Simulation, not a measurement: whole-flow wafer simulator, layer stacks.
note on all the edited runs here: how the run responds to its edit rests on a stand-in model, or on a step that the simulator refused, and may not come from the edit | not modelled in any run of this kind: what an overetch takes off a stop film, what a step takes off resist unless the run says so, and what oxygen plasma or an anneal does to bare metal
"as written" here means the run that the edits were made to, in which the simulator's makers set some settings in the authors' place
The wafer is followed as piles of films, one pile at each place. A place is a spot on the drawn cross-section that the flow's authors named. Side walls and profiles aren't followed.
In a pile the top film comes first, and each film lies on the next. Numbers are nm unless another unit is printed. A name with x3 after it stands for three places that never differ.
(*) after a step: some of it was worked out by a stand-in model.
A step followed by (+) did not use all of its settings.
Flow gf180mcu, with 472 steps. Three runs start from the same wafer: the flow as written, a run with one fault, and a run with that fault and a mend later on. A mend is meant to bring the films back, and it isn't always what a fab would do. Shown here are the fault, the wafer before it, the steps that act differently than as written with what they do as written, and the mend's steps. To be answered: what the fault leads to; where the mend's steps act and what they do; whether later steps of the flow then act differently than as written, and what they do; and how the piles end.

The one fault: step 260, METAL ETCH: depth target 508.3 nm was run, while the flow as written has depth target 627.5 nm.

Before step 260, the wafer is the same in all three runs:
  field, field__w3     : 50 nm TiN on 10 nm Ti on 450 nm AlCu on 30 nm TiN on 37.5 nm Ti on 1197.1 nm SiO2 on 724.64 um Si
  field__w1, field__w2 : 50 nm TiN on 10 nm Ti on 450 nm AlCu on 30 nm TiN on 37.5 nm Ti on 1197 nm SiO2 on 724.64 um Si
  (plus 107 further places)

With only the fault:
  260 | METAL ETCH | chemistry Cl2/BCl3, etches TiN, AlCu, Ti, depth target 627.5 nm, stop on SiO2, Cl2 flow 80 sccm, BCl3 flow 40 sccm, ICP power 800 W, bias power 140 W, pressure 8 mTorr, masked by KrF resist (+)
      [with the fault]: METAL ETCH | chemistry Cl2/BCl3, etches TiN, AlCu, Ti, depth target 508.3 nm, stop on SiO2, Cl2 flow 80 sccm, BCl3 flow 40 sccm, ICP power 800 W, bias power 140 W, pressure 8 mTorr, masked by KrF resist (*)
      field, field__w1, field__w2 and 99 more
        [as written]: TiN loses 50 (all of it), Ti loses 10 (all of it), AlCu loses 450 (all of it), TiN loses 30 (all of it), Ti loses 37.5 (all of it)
        [with the fault]: TiN loses 50 (all of it), Ti loses 10 (all of it), AlCu loses 448.3
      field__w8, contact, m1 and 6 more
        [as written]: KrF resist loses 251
        [with the fault]: KrF resist loses 203.3
  Later steps of the flow acting differently than as written:
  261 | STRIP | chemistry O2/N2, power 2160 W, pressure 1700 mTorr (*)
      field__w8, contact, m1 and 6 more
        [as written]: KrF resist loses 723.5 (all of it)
        [with the fault]: KrF resist loses 771.2 (all of it)
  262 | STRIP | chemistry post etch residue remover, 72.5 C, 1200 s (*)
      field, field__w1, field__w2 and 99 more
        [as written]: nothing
        [with the fault]: AlCu loses 1.7 (all of it), TiN loses 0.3
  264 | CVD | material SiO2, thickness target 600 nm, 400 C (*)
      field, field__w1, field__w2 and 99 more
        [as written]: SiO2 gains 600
        [with the fault]: SiO2 gains 600 (new film)
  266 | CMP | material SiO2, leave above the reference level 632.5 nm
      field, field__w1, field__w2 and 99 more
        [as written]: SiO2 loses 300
        [with the fault]: SiO2 loses 367.2
  At field, field__w1, field__w2 and 100 more, the piles at the end differ from the flow's by more than 2% or 0.5 nm, whichever is larger.
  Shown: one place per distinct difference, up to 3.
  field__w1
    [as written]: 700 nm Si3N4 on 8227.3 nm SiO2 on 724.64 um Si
    [with the fault]: 700 nm Si3N4 on 6963 nm SiO2 on 29.7 nm TiN on 37.5 nm Ti on 1197 nm SiO2 on 724.64 um Si
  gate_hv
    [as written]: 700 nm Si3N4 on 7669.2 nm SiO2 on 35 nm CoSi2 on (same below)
    [with the fault]: 700 nm Si3N4 on 6963 nm SiO2 on 29.7 nm TiN on 37.5 nm Ti on 638.9 nm SiO2 on 35 nm CoSi2 on (same below)
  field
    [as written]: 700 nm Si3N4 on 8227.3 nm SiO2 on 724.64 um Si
    [with the fault]: 700 nm Si3N4 on 6963 nm SiO2 on 29.7 nm TiN on 37.5 nm Ti on 1197.1 nm SiO2 on 724.64 um Si

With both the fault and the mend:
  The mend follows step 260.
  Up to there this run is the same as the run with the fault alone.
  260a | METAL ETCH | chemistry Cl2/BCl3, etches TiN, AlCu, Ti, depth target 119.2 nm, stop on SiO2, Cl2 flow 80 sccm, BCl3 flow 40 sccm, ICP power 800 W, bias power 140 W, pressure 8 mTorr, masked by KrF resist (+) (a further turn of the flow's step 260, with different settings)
      field, field__w1, field__w2 and 99 more
        AlCu loses 1.7 (all of it), TiN loses 30 (all of it), Ti loses 37.5 (all of it)
      field__w8, contact, m1 and 6 more
        KrF resist loses 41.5
  Every later step of the flow that is run acts as written, at every place that is followed, to within 2% or 0.5 nm, whichever is larger.
  At every place that both follow, the piles at the end match the flow's.
